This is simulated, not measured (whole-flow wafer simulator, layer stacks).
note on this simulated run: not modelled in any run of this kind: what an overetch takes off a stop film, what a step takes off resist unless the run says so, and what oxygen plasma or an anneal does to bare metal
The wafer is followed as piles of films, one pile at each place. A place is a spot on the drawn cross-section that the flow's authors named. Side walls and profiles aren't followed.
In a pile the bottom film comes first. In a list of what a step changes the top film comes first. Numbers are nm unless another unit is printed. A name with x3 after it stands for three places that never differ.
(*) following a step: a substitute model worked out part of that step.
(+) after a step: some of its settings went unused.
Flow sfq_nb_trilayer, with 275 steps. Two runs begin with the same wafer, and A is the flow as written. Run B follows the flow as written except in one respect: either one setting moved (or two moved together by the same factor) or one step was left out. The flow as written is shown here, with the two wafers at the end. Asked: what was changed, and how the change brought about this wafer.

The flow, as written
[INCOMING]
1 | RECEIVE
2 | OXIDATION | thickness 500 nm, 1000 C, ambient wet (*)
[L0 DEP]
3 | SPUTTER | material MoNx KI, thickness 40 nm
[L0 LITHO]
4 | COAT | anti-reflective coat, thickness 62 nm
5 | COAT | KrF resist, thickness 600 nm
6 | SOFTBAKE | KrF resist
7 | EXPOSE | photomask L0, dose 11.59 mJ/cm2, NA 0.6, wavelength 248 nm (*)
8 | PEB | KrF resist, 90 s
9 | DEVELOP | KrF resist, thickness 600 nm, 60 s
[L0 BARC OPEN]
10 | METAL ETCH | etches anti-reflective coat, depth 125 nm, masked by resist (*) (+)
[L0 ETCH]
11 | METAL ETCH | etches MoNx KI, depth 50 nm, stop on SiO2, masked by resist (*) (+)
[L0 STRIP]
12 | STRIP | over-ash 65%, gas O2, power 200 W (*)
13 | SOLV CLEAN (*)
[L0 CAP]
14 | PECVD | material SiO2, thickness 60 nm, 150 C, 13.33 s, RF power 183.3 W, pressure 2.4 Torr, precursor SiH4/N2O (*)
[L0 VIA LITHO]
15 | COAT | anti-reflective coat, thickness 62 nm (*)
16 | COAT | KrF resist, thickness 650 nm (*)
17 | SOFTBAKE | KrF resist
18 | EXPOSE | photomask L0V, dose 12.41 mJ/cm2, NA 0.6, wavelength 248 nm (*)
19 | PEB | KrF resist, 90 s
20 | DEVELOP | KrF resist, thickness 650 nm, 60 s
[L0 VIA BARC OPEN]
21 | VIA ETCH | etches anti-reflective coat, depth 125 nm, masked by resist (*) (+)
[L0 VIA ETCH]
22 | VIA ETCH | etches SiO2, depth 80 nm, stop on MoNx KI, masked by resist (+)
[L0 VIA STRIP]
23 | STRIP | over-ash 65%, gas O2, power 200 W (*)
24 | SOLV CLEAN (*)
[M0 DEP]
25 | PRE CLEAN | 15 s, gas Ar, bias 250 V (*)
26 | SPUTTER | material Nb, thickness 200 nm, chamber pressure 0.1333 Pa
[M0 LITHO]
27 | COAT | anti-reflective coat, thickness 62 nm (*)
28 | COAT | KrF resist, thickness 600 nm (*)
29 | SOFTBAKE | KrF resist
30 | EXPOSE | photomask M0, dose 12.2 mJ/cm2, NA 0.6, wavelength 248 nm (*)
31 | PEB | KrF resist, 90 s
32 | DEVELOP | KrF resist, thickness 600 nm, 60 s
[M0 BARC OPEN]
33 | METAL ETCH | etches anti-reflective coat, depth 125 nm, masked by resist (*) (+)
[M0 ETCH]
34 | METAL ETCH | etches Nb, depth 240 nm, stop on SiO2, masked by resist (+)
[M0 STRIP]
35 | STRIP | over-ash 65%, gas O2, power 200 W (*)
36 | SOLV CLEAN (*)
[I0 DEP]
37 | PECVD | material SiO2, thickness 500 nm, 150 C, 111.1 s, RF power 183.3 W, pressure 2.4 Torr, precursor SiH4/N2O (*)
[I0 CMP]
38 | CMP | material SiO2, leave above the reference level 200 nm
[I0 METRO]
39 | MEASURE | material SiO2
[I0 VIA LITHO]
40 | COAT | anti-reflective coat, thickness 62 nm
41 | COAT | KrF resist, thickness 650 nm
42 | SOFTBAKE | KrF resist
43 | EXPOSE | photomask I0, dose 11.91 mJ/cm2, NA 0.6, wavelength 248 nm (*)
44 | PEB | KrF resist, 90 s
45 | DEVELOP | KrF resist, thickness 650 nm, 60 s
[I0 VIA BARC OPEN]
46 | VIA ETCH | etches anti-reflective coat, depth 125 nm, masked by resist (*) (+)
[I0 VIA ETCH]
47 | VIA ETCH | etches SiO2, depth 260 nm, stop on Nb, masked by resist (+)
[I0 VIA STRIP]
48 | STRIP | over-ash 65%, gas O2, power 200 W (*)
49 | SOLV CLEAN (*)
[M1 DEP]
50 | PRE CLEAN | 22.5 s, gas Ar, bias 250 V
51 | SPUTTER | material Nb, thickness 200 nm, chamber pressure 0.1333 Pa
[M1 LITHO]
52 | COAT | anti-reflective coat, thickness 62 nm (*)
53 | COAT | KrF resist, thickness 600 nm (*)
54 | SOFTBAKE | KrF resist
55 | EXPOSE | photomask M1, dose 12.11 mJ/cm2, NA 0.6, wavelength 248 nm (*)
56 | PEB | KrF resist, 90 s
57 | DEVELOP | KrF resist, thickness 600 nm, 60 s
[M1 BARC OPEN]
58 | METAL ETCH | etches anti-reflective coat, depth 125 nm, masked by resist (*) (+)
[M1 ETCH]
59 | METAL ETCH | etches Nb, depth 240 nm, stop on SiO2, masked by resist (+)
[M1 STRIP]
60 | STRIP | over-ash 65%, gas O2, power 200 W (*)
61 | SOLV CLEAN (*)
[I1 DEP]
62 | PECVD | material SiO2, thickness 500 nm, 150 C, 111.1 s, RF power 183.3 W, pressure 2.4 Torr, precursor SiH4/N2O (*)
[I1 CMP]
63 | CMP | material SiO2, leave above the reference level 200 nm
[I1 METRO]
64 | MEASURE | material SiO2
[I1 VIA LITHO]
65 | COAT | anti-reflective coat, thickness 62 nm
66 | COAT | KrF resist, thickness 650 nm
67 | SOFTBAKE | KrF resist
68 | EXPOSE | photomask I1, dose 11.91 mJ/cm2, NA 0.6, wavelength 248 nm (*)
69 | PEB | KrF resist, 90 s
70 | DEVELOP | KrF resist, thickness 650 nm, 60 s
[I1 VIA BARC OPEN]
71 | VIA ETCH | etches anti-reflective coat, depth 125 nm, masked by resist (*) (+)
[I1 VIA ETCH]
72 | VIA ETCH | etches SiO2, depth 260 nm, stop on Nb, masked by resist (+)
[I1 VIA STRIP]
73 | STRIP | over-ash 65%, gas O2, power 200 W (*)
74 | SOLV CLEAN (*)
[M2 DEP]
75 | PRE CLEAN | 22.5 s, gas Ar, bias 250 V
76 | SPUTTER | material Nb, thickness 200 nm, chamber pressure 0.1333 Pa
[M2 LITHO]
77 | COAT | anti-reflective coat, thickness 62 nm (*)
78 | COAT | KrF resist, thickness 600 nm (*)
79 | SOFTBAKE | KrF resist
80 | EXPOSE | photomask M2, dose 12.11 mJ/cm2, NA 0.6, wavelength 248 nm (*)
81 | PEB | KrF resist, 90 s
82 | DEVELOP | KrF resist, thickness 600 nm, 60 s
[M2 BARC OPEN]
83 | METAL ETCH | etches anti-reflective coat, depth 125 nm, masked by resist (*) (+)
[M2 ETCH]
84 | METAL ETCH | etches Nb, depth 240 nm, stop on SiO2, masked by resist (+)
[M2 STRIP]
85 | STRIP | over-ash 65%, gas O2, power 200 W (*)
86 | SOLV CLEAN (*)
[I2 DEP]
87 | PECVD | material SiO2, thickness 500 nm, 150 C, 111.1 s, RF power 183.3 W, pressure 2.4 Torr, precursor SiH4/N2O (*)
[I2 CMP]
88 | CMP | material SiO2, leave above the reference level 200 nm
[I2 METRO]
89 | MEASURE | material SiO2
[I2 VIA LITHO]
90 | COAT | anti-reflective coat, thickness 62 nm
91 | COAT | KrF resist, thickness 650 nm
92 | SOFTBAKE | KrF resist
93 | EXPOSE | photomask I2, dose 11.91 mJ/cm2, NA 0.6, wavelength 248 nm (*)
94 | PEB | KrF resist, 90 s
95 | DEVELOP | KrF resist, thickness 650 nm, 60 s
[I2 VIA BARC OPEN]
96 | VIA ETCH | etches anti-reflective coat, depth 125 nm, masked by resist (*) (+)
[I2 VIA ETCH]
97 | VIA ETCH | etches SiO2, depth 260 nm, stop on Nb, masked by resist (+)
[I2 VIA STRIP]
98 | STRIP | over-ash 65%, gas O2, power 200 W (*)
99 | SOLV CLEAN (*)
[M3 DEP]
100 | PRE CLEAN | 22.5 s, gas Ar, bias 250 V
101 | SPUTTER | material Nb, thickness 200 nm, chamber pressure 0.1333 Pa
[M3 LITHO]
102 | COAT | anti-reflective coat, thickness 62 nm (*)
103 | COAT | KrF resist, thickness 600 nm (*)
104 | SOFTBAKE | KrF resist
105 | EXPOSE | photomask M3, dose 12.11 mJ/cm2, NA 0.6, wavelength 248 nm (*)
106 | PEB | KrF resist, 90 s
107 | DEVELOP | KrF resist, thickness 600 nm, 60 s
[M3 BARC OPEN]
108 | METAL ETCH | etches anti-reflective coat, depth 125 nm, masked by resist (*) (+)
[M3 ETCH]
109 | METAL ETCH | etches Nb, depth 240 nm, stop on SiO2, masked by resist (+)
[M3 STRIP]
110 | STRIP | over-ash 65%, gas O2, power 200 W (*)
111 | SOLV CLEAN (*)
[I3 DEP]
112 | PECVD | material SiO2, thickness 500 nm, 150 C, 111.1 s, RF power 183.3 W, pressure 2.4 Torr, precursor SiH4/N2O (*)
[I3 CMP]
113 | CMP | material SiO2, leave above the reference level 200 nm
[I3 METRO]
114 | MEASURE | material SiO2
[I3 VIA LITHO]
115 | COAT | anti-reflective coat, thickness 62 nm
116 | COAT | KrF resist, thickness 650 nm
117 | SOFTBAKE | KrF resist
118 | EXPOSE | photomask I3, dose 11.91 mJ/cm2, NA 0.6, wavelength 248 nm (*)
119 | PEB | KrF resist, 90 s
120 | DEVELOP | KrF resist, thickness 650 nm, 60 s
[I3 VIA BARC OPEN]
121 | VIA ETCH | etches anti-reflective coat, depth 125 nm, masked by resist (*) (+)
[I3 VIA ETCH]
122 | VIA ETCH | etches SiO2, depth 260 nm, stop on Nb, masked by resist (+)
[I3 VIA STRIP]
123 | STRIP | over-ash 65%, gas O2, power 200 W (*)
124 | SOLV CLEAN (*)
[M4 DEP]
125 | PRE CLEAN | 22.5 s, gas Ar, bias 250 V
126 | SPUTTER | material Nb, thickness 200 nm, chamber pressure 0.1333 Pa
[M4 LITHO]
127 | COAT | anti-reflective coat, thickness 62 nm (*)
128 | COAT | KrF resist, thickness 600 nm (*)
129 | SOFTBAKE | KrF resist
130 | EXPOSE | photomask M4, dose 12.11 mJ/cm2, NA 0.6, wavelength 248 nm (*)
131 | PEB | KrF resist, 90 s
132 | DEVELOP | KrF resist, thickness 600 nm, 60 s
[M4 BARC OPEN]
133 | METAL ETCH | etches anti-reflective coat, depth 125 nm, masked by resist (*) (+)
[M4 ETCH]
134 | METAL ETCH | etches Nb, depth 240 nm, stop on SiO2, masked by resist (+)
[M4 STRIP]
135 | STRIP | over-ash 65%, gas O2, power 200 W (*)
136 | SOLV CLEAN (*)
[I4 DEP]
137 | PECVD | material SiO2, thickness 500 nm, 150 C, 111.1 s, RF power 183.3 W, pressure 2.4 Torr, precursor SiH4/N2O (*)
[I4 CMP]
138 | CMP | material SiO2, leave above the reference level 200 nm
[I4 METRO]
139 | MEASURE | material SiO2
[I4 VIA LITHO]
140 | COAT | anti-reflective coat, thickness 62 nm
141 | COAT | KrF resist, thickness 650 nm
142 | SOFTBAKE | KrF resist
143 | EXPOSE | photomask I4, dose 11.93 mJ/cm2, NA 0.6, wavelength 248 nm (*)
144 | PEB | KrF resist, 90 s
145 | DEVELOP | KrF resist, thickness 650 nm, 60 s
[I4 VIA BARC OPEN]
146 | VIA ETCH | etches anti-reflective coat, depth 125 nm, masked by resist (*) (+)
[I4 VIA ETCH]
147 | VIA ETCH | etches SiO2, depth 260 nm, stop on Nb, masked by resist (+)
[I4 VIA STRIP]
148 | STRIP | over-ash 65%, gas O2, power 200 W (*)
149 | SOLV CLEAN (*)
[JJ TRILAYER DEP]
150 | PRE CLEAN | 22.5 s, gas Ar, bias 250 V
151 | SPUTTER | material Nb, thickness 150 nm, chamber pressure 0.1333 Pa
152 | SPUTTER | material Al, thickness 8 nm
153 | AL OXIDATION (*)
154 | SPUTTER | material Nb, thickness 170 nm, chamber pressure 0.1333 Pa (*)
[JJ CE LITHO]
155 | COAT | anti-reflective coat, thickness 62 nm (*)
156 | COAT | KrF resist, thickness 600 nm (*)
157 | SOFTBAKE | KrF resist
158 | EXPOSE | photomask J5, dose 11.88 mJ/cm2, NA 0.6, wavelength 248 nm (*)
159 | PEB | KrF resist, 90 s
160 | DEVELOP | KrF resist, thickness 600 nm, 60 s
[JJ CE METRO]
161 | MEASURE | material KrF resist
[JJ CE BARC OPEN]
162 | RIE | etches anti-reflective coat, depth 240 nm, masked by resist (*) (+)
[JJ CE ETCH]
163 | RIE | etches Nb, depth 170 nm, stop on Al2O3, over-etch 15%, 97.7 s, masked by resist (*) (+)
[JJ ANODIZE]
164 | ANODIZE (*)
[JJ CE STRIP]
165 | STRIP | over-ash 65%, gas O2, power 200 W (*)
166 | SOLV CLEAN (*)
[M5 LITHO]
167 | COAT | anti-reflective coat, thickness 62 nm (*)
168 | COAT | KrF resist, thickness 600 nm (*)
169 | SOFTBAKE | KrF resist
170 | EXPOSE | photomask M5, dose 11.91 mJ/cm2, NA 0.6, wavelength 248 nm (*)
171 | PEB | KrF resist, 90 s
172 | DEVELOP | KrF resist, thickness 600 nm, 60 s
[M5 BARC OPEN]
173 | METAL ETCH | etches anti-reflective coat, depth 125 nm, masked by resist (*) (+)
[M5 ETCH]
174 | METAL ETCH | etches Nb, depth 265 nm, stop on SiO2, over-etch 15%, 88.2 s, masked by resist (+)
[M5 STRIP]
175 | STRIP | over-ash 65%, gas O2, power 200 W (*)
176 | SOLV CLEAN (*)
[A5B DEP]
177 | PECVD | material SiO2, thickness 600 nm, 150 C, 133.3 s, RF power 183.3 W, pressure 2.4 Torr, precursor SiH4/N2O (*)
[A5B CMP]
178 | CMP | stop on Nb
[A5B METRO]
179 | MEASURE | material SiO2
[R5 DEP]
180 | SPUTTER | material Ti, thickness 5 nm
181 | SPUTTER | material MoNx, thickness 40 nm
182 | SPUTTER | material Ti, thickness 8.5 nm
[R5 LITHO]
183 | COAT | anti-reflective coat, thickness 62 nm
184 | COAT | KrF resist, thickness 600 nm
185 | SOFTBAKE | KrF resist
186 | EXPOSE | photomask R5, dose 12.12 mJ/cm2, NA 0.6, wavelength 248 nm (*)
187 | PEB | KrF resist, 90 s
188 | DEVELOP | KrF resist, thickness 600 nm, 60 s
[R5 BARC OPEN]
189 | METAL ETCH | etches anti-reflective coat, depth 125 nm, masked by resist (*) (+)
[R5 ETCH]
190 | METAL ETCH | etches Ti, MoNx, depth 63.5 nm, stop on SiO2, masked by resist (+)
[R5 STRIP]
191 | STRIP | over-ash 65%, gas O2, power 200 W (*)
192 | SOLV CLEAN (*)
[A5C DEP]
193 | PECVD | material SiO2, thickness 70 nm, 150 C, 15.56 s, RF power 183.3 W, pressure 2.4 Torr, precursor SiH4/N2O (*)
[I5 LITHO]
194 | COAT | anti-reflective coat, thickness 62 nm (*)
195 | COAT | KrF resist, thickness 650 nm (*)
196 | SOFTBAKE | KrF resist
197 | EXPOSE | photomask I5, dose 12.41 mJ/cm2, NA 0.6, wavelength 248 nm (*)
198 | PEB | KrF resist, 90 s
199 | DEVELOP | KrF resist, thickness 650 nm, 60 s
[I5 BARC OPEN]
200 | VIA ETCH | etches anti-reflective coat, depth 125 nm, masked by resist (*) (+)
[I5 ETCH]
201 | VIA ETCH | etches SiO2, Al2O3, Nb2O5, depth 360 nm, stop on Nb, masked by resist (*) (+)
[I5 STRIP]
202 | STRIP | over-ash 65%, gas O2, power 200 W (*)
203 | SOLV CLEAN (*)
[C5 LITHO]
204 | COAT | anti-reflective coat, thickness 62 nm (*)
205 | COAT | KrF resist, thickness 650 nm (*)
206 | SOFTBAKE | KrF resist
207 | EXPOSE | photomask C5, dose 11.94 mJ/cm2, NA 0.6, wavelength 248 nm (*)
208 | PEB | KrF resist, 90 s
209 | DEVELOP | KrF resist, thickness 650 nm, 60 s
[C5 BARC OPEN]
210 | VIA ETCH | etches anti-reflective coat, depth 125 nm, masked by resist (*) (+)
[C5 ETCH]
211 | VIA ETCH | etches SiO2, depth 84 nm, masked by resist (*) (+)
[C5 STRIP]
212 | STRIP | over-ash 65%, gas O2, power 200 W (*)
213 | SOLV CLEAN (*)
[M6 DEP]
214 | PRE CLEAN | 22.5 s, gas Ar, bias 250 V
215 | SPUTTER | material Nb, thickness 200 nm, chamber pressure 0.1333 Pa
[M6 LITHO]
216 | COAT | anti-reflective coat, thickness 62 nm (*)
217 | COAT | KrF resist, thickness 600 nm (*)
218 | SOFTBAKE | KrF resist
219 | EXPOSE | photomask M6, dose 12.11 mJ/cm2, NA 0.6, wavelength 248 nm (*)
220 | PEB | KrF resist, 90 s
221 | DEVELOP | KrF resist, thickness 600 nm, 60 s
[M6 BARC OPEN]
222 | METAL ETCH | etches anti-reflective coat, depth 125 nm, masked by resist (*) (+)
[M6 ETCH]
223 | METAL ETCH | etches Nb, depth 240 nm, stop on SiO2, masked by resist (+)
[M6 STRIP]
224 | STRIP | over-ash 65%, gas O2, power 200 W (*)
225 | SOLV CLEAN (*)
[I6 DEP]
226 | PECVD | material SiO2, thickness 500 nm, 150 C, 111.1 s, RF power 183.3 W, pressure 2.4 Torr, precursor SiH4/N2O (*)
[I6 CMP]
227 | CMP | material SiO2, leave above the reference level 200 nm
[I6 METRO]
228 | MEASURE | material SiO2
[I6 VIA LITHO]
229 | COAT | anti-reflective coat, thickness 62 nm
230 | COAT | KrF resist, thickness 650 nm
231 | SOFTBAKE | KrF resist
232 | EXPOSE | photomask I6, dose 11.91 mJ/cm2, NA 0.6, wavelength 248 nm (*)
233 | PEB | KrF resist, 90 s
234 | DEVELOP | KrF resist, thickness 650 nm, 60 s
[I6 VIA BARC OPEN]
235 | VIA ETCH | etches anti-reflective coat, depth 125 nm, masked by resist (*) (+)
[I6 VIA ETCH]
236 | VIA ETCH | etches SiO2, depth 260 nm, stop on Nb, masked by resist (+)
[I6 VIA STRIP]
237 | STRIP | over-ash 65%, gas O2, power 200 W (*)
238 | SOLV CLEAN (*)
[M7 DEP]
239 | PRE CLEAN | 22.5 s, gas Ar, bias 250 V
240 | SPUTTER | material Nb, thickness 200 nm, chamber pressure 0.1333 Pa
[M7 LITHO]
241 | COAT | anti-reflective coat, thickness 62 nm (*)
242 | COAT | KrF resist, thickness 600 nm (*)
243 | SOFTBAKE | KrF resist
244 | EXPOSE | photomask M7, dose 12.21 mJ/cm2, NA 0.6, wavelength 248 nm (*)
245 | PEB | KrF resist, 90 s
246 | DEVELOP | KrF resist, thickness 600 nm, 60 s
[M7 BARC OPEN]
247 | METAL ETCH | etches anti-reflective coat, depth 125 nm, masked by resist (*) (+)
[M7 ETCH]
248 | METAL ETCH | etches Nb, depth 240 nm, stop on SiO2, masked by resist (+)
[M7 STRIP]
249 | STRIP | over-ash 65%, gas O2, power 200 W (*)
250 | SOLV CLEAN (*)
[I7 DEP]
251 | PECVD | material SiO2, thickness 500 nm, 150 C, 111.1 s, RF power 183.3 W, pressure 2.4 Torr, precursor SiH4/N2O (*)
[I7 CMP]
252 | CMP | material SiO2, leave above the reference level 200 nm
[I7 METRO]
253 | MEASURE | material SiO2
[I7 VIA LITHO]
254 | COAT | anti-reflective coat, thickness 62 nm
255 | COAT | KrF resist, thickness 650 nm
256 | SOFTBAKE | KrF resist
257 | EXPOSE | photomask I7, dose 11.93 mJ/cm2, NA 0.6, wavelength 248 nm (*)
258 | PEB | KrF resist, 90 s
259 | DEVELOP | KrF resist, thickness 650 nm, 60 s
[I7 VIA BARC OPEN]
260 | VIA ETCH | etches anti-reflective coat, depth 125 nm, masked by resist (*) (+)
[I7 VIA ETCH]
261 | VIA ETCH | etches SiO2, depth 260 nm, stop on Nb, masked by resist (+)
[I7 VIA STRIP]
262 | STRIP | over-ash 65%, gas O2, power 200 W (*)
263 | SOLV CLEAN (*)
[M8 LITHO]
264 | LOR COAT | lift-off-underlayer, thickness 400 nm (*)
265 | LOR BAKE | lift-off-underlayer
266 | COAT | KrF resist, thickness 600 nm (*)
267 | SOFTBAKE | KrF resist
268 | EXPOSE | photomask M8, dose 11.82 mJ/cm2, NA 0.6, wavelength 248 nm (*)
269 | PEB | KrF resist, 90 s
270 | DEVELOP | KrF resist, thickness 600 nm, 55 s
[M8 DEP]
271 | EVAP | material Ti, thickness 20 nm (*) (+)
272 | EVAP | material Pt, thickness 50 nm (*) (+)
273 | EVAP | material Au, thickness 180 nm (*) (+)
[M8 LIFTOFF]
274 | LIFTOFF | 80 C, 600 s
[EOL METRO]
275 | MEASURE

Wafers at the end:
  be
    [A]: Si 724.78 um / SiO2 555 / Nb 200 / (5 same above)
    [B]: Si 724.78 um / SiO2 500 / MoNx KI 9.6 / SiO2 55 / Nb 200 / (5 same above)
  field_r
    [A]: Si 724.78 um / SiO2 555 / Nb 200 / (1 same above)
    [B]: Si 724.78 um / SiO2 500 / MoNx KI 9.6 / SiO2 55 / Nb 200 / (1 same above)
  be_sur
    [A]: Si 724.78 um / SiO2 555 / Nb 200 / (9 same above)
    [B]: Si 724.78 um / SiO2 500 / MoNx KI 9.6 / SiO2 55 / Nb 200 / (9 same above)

The reason: step 3, SPUTTER: thickness 59.6 nm was run, while the flow as written has thickness 40 nm.

Step by step, how the change led to this:
  3 | SPUTTER | material MoNx KI, thickness 40 nm
      field_l, v_sur, via_wl and 103 more: A MoNx KI gains 40 (new film) | B MoNx KI gains 59.6 (new film)
  11 | METAL ETCH | etches MoNx KI, depth 50 nm, stop on SiO2, masked by resist (*) (+)
      v_sur, via_wl, via_w and 97 more: A MoNx KI loses 40 (all of it) | B MoNx KI loses 50
  14 | PECVD | material SiO2, thickness 60 nm, 150 C, 13.33 s, RF power 183.3 W, pressure 2.4 Torr, precursor SiH4/N2O (*)
      v_sur, via_wl, via_w and 97 more: A SiO2 gains 60 | B SiO2 gains 60 (new film)
  15 | COAT | anti-reflective coat, thickness 62 nm (*)
      field_l: A anti-reflective coat gains 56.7 (new film) | B anti-reflective coat gains 55.5 (new film)
      v_sur: A anti-reflective coat gains 72.2 (new film) | B anti-reflective coat gains 74.9 (new film)
      (also at 2 further places)
  23 | STRIP | over-ash 65%, gas O2, power 200 W (*)
      field_l: A KrF resist loses 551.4 (all of it), anti-reflective coat loses 56.7 (all of it) | B KrF resist loses 549.3 (all of it), anti-reflective coat loses 55.5 (all of it)
      v_sur: A KrF resist loses 570.5 (all of it), anti-reflective coat loses 72.2 (all of it) | B KrF resist loses 573.1 (all of it), anti-reflective coat loses 74.9 (all of it)
      (also at 2 further places)
  27 | COAT | anti-reflective coat, thickness 62 nm (*)
      v_sur: A anti-reflective coat gains 72.3 (new film) | B anti-reflective coat gains 75.1 (new film)
      l0_sur: A anti-reflective coat gains 47.5 (new film) | B anti-reflective coat gains 46.5 (new film)
      (also at 1 further place)
  35 | STRIP | over-ash 65%, gas O2, power 200 W (*)
      v_sur: A KrF resist loses 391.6 (all of it), anti-reflective coat loses 72.3 (all of it) | B KrF resist loses 393.9 (all of it), anti-reflective coat loses 75.1 (all of it)
      l0_sur: A KrF resist loses 372 (all of it), anti-reflective coat loses 47.5 (all of it) | B KrF resist loses 369.2 (all of it), anti-reflective coat loses 46.5 (all of it)
      (also at 1 further place)
  38 | CMP | material SiO2, leave above the reference level 200 nm
      field_l, l0_sur, l0r_line_l, l0r_line_c, l0r_line_r: A SiO2 loses 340 | B SiO2 loses 350
      l0v: A SiO2 loses 277.8 | B SiO2 loses 287.8
With metal films that touch counted as one body, be has 4 bodies (between them, from the top down: SiO2 503.2; SiO2 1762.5; SiO2 55); the flow as written gives 3 bodies (between them, from the top down: SiO2 503.2; SiO2 1762.5).
With metal films that touch counted as one body, field_r has 2 bodies (between them, from the top down: SiO2 55); the flow as written gives 1 body.
With metal films that touch counted as one body, be_sur has 5 bodies (between them, from the top down: SiO2 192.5; SiO2 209 / Al2O3 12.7 / Nb2O5 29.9; SiO2 1762.5; SiO2 55); the flow as written gives 4 bodies (between them, from the top down: SiO2 192.5; SiO2 209 / Al2O3 12.7 / Nb2O5 29.9; SiO2 1762.5).
